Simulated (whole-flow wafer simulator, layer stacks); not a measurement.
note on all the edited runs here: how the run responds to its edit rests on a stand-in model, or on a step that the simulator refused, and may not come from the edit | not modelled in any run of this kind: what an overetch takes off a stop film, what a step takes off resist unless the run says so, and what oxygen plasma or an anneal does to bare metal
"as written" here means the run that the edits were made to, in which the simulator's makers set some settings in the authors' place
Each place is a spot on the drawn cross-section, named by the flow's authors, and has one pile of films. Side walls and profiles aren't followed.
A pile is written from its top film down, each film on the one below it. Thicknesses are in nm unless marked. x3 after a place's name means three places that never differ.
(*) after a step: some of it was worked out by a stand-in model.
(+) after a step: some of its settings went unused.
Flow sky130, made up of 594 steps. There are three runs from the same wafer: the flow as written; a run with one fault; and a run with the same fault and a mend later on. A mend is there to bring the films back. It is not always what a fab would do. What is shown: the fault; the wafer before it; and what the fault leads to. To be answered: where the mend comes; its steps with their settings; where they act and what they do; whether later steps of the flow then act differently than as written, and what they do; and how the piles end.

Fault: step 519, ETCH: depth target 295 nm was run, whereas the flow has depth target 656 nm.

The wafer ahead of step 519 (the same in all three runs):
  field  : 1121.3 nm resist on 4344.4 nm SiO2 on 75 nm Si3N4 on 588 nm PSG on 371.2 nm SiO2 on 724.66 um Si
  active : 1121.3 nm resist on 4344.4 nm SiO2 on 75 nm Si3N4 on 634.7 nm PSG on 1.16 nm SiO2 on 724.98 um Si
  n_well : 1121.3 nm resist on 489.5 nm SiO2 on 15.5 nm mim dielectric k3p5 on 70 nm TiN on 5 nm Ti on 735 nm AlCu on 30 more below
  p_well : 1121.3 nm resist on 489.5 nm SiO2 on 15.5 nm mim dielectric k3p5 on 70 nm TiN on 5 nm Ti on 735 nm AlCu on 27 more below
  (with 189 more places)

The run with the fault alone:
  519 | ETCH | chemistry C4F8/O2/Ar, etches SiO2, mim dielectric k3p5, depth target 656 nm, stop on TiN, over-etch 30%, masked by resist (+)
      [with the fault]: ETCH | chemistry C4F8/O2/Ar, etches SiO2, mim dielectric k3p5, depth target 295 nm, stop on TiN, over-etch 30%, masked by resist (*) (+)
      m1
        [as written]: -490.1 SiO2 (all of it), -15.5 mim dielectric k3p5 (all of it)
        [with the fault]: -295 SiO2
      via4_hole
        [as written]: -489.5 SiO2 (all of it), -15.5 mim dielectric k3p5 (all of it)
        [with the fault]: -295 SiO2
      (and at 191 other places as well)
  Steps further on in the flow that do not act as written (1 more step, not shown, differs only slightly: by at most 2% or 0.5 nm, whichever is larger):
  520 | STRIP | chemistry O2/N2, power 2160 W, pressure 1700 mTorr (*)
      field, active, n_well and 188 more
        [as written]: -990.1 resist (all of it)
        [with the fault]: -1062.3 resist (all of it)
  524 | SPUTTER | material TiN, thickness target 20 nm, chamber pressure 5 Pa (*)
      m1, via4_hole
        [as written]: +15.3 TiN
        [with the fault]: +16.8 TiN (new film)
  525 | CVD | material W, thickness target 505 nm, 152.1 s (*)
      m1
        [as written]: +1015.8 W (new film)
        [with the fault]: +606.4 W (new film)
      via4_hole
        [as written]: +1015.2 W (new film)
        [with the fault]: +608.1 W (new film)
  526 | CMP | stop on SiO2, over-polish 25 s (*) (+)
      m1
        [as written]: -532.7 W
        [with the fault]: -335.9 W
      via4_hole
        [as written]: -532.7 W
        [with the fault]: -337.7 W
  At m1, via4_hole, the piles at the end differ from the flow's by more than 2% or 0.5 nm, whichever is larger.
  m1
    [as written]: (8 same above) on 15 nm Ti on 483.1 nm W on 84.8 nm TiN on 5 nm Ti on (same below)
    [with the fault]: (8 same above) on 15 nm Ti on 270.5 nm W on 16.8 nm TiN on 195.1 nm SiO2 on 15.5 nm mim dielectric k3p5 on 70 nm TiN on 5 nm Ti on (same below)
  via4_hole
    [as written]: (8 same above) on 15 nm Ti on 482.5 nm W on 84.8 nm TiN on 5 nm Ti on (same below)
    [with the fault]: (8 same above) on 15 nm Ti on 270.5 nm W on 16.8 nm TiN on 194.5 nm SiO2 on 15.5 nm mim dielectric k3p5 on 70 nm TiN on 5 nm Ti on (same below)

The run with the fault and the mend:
  The mend follows step 521.
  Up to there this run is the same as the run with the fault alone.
  521a | DEHYDRATE | 200 C, 60 s (a further turn of the flow's step 512)
      does not change any film at any place that is followed
  521b | HMDS | 120 C, 60 s (a further turn of the flow's step 513)
      does not change any film at any place that is followed
  521c | COAT | resist, thickness 1140 nm (*) (a further turn of the flow's step 514)
      gate_hv, mim, dice_street and 116 more
        +1140 resist (new film)
      n_well, p_well, sd_n and 7 more
        +1139.6 resist (new film)
      gate_p_hvt_sd, active_p_hvt, gate_p_lvt_sd, active_p_lvt, gate_p_g5v0_sd, active_p_g5v0, spacer_p_g5v0
        +1139.8 resist (new film)
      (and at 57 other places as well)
  521d | SOFTBAKE | resist (a further turn of the flow's step 515)
      via2_enc, via3_hole
        -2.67 resist
      field
        +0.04 resist
      active
        +0.08 resist
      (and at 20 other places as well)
  521e | EXPOSE | photomask VIM4, dose 133.8 mJ/cm2, NA 0.6, wavelength 365 nm (*) (a further turn of the flow's step 516)
      does not change any film at any place that is followed
  521f | PEB | resist, 70.3 s (a further turn of the flow's step 517)
      field, active, n_well and 173 more
        -18.7 resist
      sonos_cell, nwell_res, iso_guard, via3_hole, via3_enc, via4_enc, sonos_guard, sonos_guard_hv
        -18.5 resist
      pplus_nw, pwell_dnw, poly_endcap, via1_hole, via1_enc, via2_hole, via2_enc
        -18.6 resist
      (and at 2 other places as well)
  521g | DEVELOP | resist, thickness 1140 nm, developer TMAH-0.26N, 60 s (a further turn of the flow's step 518)
      sonos_cell, pplus_nw, gate_p_g5v0 and 8 more
        -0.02 resist
      m1
        -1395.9 resist (all of it)
      via4_hole
        -1395.5 resist (all of it)
  521h | ETCH | chemistry C4F8/O2/Ar, etches SiO2, mim dielectric k3p5, depth target 361 nm, stop on TiN, over-etch 30%, masked by resist (+) (a further turn of the flow's step 519, with different settings)
      field, active, n_well and 188 more
        -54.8 resist
      m1
        -195.1 SiO2 (all of it), -15.5 mim dielectric k3p5 (all of it)
      via4_hole
        -194.5 SiO2 (all of it), -15.5 mim dielectric k3p5 (all of it)
  521i | STRIP | chemistry O2/N2, power 2160 W, pressure 1700 mTorr (*) (a further turn of the flow's step 520)
      gate_hv, mim, dice_street and 116 more
        -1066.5 resist (all of it)
      n_well, p_well, sd_n and 7 more
        -1066.1 resist (all of it)
      gate_p_sd, active_p, gate_p_hvt_sd and 7 more
        -1066.3 resist (all of it)
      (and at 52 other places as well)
  521j | STRIP | chemistry post etch residue remover, 72.5 C, 1200 s (*) (a further turn of the flow's step 521)
      m1, via4_hole
        -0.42 TiN
  Every later step of the flow that is run acts as written at every place that is followed.
  The piles end the same as the flow's at every place that both follow.
